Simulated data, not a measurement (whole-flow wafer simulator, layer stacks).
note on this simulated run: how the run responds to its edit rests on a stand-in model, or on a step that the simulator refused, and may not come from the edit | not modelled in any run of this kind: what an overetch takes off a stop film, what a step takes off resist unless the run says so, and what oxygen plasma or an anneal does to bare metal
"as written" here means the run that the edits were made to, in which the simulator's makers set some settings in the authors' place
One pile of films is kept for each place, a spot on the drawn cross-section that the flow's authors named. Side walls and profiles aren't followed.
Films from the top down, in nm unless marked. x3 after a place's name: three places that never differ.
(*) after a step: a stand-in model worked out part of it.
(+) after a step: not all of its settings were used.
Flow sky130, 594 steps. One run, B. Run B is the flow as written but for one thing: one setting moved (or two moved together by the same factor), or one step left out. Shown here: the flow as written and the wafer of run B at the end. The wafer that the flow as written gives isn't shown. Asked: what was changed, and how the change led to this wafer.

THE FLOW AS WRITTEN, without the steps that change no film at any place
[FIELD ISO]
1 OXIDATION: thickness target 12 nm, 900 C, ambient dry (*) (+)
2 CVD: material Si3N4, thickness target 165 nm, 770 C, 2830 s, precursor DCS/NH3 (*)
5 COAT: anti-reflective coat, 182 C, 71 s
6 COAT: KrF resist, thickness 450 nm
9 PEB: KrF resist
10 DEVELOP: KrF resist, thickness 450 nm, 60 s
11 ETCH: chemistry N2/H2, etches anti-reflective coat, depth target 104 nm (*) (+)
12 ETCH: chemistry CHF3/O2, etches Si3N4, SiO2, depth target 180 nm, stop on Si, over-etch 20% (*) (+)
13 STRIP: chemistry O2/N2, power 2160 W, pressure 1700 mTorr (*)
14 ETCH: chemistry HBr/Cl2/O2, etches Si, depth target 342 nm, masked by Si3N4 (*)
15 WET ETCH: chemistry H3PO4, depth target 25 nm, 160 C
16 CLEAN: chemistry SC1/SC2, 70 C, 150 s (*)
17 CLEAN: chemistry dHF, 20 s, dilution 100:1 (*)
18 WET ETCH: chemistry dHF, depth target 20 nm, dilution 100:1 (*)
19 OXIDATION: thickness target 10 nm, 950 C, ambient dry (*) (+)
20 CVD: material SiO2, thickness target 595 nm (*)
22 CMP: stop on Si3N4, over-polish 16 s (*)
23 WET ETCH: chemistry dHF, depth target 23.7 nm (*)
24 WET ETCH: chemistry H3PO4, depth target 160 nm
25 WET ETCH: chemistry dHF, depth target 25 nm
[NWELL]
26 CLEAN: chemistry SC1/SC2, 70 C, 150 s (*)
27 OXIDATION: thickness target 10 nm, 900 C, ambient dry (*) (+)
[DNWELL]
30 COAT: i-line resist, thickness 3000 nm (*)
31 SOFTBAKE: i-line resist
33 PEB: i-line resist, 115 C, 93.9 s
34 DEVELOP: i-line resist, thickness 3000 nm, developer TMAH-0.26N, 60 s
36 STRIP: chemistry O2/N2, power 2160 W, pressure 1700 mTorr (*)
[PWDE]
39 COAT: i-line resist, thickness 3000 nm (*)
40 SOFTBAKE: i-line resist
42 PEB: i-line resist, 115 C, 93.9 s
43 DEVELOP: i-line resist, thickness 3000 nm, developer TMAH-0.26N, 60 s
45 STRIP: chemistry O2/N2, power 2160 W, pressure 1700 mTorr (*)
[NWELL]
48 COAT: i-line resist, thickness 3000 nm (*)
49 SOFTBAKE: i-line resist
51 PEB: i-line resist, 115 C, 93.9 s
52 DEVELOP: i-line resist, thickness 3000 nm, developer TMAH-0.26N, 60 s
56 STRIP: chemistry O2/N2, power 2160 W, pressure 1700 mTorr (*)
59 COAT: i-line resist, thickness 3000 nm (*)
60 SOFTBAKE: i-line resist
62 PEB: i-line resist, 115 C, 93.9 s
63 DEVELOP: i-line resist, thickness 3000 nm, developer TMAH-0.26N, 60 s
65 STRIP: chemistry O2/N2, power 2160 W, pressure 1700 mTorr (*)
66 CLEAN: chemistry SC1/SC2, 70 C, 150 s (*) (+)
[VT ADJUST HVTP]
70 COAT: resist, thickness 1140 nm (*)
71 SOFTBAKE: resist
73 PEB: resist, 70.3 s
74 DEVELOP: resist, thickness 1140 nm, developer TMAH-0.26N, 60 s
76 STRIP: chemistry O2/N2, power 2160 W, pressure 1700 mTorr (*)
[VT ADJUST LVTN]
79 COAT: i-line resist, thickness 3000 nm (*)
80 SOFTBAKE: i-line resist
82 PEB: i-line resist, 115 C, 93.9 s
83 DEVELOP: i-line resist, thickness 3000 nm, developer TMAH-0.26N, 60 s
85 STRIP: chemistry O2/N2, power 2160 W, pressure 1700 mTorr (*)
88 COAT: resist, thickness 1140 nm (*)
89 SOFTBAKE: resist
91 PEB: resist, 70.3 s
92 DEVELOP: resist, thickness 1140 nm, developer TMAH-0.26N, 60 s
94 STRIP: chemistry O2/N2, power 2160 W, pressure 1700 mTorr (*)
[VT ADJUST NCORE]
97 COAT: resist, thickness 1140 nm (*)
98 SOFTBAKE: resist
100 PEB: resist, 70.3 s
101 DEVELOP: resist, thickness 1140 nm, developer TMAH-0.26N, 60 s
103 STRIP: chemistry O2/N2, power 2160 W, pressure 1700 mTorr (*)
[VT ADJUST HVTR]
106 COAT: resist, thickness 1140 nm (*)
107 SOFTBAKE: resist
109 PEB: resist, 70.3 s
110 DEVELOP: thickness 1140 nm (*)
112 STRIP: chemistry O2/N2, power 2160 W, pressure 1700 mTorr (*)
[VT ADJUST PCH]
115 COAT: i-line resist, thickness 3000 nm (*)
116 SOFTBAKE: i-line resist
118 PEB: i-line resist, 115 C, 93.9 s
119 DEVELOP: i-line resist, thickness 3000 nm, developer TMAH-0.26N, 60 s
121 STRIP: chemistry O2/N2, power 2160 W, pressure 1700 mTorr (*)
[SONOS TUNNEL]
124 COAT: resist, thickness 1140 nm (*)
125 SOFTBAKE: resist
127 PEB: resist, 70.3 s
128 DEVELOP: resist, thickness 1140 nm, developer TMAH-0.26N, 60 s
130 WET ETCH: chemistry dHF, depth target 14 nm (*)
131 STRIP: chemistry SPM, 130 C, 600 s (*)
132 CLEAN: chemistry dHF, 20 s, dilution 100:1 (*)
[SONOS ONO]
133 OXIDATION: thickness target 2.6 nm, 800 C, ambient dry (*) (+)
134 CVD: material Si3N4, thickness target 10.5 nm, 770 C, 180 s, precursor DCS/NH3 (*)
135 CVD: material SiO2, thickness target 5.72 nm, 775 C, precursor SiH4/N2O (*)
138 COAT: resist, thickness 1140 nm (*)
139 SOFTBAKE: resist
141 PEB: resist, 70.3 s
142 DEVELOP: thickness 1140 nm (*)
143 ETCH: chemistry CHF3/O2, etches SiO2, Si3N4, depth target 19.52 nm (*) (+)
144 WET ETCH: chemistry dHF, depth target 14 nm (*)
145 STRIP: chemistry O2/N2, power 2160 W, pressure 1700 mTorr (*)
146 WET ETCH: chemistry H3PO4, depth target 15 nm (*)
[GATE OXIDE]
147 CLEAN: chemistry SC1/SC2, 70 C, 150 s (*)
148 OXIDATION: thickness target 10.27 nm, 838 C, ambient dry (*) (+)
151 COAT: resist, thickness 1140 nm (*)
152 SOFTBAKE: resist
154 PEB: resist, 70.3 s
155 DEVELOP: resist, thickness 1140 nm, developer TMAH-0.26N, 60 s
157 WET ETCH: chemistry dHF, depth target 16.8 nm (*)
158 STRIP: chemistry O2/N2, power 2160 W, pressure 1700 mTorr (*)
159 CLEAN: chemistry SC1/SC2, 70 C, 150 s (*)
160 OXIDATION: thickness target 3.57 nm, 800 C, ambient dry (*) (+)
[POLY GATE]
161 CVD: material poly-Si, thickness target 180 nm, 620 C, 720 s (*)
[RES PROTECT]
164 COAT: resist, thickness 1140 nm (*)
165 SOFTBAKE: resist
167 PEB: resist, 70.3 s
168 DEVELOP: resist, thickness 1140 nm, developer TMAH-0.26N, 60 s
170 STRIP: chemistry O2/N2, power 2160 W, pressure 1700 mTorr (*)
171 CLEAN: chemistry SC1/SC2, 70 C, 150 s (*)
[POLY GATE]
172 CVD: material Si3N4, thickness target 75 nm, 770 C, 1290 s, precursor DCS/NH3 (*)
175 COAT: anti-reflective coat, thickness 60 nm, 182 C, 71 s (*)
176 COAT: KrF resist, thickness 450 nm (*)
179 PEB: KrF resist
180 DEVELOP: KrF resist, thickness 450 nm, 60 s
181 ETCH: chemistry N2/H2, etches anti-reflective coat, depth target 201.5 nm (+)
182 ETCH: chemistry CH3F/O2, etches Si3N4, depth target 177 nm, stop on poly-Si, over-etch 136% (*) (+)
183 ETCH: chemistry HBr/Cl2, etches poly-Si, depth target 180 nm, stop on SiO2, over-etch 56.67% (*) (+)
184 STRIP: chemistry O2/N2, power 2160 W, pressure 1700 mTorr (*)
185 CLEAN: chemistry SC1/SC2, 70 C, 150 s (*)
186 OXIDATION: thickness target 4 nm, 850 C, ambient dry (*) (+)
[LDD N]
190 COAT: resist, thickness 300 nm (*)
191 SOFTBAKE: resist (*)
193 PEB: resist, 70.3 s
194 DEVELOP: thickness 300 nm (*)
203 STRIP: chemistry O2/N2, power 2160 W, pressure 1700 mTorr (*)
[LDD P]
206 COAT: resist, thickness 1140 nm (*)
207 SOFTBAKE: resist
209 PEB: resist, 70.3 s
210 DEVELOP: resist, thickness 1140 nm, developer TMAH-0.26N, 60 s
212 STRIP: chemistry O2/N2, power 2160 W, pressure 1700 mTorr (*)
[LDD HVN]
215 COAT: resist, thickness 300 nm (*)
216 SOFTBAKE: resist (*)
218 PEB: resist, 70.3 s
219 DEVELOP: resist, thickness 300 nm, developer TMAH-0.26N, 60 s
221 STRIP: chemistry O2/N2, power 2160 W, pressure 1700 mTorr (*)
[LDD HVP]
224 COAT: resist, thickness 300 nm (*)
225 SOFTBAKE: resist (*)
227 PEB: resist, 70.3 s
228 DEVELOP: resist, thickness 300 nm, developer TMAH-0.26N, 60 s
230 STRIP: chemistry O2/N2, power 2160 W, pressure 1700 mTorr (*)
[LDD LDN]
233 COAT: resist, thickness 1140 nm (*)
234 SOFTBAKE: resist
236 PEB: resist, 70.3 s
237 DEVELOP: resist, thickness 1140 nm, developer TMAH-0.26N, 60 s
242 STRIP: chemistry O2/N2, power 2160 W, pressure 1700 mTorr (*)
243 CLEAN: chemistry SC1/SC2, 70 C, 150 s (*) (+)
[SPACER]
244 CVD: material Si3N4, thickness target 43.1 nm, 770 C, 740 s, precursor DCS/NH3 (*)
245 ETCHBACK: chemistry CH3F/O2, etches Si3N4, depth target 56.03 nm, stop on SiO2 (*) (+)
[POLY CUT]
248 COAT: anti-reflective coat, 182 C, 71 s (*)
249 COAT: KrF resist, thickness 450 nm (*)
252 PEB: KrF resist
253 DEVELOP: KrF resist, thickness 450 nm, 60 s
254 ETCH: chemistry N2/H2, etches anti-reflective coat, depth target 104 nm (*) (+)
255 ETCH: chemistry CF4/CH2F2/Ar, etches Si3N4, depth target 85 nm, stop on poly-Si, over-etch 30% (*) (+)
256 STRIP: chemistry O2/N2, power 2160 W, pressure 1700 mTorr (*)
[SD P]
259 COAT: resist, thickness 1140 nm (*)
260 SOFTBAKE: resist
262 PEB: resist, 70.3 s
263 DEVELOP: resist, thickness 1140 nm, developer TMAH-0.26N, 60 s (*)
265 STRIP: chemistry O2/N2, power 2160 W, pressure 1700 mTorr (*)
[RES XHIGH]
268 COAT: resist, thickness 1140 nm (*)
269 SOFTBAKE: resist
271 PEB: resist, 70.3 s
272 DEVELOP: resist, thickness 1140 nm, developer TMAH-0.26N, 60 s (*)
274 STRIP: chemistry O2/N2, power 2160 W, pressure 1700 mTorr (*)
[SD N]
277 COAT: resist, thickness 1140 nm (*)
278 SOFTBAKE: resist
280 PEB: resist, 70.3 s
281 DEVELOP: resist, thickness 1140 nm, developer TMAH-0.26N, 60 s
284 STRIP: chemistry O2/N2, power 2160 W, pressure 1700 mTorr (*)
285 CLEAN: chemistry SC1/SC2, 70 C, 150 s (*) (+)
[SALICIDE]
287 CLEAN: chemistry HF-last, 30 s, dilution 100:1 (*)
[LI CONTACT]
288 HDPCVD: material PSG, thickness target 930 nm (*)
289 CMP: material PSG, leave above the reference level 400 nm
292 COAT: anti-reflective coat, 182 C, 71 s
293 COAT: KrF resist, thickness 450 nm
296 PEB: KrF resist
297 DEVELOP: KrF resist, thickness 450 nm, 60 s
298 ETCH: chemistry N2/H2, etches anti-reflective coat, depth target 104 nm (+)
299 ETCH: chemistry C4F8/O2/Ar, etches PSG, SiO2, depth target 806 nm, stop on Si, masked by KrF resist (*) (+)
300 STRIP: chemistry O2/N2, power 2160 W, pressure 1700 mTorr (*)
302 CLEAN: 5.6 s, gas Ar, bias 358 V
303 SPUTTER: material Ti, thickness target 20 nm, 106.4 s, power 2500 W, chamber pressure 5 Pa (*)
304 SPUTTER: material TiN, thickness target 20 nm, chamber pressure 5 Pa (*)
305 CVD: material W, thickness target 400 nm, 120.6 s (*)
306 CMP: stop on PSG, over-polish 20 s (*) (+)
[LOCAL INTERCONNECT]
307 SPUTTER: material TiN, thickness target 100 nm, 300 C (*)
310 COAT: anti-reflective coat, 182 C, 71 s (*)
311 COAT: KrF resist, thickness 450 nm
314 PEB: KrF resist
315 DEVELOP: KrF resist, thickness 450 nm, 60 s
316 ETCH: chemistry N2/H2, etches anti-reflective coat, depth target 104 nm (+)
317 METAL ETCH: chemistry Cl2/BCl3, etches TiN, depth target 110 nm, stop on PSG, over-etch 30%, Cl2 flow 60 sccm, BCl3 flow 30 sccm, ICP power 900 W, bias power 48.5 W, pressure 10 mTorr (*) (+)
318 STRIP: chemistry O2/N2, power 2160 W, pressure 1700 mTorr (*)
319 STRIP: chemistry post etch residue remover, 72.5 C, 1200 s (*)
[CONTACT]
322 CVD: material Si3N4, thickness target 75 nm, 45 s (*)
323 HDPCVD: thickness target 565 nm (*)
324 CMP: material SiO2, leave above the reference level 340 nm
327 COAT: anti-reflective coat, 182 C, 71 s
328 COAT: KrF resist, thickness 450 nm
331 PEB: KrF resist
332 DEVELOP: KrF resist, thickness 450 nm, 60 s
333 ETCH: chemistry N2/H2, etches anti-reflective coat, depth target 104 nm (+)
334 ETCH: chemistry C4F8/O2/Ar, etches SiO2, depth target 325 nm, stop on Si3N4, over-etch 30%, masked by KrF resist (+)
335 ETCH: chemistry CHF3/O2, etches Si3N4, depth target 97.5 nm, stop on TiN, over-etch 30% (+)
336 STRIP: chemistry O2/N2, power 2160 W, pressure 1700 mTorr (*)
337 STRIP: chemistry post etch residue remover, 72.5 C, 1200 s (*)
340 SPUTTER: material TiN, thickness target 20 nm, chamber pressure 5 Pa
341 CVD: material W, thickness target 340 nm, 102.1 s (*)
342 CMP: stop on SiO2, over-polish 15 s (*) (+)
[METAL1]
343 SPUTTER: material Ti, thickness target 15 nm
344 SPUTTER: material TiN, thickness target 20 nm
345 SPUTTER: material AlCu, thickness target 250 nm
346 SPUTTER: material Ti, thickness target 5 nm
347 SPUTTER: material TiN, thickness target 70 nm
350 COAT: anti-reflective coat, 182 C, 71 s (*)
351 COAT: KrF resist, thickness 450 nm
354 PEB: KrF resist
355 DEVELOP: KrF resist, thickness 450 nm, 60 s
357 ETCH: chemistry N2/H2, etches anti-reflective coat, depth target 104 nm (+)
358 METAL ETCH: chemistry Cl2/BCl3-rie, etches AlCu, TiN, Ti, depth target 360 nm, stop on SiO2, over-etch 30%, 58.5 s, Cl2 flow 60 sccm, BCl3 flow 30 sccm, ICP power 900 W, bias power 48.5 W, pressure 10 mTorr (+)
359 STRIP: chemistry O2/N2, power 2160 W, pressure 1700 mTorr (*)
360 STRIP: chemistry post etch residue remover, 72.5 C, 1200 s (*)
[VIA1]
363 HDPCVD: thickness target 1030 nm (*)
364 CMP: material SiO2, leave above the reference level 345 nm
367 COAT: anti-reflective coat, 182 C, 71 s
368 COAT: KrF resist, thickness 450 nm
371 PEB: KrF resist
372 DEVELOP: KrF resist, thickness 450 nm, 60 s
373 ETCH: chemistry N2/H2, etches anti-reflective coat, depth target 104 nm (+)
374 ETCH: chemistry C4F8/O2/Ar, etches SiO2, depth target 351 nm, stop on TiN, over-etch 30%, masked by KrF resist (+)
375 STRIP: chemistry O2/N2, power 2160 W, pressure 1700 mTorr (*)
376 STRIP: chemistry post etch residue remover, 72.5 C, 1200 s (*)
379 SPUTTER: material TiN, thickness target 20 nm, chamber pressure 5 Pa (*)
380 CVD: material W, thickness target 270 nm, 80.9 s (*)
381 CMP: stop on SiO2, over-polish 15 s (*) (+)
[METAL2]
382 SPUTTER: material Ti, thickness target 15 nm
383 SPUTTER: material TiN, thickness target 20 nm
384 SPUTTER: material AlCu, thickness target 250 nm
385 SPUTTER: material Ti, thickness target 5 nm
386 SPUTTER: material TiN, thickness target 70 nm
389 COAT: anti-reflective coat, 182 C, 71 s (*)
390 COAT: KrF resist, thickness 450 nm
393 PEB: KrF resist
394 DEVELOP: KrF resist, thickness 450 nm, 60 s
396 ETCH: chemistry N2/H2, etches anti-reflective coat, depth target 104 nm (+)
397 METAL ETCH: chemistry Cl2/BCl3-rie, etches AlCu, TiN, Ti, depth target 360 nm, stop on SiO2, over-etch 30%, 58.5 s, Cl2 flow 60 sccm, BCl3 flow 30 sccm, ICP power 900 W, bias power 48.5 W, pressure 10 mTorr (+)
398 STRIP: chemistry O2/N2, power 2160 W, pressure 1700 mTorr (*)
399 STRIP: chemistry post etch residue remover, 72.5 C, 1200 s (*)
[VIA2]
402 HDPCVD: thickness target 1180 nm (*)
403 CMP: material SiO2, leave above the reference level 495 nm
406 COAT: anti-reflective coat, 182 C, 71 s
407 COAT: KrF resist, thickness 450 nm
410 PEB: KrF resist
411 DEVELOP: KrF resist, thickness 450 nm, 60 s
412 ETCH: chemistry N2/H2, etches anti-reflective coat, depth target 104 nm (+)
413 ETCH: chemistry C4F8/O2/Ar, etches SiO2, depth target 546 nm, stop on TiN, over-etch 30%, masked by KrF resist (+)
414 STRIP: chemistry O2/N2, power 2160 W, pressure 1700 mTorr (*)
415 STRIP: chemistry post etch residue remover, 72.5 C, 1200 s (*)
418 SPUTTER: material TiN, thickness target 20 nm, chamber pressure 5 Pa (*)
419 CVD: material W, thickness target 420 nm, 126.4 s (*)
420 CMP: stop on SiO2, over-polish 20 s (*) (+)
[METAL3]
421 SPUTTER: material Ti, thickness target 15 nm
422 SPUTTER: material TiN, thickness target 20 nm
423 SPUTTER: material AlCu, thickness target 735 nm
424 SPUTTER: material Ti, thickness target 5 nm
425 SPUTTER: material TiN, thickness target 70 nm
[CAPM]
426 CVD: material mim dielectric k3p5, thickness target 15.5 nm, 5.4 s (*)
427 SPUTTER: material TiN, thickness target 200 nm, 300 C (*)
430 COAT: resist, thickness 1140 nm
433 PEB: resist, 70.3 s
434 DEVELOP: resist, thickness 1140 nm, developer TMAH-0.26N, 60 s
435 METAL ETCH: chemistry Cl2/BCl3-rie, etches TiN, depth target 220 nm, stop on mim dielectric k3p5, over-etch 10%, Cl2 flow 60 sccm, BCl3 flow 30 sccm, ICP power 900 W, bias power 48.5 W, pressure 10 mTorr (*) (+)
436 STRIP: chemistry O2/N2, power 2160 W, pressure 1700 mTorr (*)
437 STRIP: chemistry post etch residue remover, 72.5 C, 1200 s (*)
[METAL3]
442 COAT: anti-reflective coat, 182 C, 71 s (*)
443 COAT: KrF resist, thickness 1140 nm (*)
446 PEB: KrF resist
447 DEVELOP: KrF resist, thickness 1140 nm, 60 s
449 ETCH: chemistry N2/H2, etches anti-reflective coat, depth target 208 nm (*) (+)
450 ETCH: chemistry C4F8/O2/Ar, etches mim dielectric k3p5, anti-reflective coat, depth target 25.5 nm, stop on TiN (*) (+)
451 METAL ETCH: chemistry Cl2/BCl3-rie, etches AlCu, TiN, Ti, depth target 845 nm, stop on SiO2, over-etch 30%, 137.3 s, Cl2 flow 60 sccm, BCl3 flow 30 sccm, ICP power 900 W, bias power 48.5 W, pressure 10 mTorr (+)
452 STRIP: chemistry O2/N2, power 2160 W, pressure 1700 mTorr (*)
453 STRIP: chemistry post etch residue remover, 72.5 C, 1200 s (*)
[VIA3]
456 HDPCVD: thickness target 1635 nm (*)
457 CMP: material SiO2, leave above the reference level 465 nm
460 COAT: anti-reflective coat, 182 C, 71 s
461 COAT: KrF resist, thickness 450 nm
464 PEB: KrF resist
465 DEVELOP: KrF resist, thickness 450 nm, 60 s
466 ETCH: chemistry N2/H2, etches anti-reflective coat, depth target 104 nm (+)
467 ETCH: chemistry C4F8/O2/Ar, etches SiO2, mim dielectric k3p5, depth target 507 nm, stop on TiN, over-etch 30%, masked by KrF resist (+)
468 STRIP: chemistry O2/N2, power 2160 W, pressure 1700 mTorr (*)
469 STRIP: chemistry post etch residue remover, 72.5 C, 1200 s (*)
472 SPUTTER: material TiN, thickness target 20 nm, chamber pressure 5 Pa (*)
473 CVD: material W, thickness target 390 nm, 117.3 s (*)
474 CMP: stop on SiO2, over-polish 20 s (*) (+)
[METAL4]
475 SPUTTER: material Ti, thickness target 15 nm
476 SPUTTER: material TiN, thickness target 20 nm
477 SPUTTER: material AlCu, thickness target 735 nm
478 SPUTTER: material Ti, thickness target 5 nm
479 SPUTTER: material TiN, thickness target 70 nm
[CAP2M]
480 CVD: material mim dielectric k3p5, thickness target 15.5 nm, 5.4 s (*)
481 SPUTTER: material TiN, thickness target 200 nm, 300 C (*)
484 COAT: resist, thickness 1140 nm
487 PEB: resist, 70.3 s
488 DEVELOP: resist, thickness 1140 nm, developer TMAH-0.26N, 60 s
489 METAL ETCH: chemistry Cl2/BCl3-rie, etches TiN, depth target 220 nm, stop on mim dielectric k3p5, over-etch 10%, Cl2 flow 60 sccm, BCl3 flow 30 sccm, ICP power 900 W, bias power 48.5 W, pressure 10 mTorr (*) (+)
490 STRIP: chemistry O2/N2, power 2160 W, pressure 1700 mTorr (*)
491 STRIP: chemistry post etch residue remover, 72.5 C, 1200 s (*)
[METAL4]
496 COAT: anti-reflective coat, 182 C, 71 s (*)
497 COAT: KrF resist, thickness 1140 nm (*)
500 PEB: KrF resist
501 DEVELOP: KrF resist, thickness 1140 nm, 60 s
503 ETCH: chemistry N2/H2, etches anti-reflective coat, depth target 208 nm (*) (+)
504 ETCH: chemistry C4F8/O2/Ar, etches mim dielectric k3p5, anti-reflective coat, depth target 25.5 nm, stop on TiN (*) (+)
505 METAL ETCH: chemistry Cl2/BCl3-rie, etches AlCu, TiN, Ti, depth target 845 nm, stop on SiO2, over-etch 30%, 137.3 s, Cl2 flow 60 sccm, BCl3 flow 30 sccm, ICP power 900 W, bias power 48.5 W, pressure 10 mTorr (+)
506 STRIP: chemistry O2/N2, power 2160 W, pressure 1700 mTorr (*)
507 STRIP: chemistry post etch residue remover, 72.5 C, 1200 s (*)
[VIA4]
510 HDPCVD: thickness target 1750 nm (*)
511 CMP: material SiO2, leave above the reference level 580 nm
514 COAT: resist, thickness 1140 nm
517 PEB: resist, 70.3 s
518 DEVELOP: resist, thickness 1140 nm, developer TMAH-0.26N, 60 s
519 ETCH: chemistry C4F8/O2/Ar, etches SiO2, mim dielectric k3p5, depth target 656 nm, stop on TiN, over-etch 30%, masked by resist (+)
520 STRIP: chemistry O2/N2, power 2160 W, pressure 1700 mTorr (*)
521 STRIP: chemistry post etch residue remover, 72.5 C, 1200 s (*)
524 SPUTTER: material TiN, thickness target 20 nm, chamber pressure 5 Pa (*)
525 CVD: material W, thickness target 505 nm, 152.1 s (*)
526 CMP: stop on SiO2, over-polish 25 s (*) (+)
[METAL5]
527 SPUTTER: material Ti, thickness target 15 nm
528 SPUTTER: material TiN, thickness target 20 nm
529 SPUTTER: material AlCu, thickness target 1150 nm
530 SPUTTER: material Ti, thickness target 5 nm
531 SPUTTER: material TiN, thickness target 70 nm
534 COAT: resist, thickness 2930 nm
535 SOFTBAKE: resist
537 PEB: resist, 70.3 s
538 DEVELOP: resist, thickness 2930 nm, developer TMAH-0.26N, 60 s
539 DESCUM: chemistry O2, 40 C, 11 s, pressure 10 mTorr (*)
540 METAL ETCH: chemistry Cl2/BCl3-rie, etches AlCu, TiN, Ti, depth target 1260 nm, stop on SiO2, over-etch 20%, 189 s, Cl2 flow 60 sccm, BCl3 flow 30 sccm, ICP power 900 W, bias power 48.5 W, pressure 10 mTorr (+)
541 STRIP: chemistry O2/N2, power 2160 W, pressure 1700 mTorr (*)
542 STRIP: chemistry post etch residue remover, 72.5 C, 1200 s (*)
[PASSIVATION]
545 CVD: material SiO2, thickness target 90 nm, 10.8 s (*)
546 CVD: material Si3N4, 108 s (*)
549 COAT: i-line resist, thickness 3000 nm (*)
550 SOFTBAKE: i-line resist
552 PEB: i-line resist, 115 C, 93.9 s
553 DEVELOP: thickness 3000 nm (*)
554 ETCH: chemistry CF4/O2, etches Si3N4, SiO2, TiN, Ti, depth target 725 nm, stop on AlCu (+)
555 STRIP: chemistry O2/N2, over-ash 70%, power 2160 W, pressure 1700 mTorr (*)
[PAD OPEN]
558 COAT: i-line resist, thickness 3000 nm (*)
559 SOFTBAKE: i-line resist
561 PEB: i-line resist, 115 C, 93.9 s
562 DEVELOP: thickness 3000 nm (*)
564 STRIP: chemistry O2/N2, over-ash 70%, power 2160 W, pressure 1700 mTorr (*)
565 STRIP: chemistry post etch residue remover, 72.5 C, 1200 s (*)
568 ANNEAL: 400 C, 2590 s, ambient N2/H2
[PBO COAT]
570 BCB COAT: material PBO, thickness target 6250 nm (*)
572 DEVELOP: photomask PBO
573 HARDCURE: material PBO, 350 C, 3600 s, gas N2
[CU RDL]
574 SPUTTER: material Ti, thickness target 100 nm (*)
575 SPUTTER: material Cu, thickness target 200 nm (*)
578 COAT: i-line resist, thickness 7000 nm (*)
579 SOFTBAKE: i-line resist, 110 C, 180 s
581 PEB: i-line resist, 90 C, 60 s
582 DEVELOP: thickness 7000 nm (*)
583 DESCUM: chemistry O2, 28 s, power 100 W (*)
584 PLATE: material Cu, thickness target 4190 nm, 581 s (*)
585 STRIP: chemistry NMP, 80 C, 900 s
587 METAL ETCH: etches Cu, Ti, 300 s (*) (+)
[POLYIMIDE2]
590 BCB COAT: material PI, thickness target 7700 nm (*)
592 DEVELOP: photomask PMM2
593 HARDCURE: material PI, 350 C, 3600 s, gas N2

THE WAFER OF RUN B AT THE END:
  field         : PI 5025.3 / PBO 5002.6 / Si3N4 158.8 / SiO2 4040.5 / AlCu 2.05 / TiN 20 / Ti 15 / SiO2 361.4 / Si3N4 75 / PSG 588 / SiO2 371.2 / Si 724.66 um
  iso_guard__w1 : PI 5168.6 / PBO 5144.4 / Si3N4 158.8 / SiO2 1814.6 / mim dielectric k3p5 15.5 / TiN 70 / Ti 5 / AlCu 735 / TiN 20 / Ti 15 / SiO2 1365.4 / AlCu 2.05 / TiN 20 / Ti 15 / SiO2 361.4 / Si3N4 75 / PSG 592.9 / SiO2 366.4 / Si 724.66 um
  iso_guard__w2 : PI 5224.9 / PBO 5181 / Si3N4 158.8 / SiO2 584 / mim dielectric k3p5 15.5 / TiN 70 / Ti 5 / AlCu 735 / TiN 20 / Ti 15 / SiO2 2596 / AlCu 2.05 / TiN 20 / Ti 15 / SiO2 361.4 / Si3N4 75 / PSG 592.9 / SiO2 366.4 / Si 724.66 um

The cause: step 358, METAL ETCH: depth target 243 nm was run, where the flow has depth target 360 nm; step 358, METAL ETCH: 39.5 s was run, where the flow has 58.5 s.

How the change led to this, step by step:
  358 METAL ETCH: chemistry Cl2/BCl3-rie, etches AlCu, TiN, Ti, depth target 360 nm, stop on SiO2, over-etch 30%, 58.5 s, Cl2 flow 60 sccm, BCl3 flow 30 sccm, ICP power 900 W, bias power 48.5 W, pressure 10 mTorr (+)
      field, active, gate and 81 more: TiN -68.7 (all of it), Ti -5 (all of it), AlCu -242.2 (as written it would be: TiN -68.7 (all of it), Ti -5 (all of it), AlCu -250 (all of it), TiN -20 (all of it), Ti -15 (all of it), SiO2 -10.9)
      n_well, p_well, sd_n and 83 more: KrF resist -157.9 (as written it would be: KrF resist -234)
      (and at 21 more places)
  359 STRIP: chemistry O2/N2, power 2160 W, pressure 1700 mTorr (*)
      n_well, p_well, gate_hv and 100 more: KrF resist -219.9 (all of it), anti-reflective coat -80 (all of it) (as written it would be: KrF resist -143.8 (all of it), anti-reflective coat -80 (all of it))
      poly_licon, ndiff_licon, ndiff_licon_cpp, rpo_hd_licon: KrF resist -219.9 (all of it), anti-reflective coat -80.5 (all of it) (as written it would be: KrF resist -143.9 (all of it), anti-reflective coat -80.5 (all of it))
  360 STRIP: chemistry post etch residue remover, 72.5 C, 1200 s (*)
      field, active, gate and 81 more: AlCu -5.72 (as written it would be: nothing)
  363 HDPCVD: thickness target 1030 nm (*)
      field, active, gate and 81 more: SiO2 +1030 (new film) (as written it would be: SiO2 +1030)
  364 CMP: material SiO2, leave above the reference level 345 nm
      field, active, gate and 81 more: SiO2 -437 (as written it would be: SiO2 -389.1)
Counting metal films that touch as one body, field has 1 body; the flow as written gives 0 bodies.
Counting metal films that touch as one body, iso_guard__w1 has 2 bodies (between them, from the top down: SiO2 1365.4); the flow as written gives 1 body.
Counting metal films that touch as one body, iso_guard__w2 has 2 bodies (between them, from the top down: SiO2 2596); the flow as written gives 1 body.
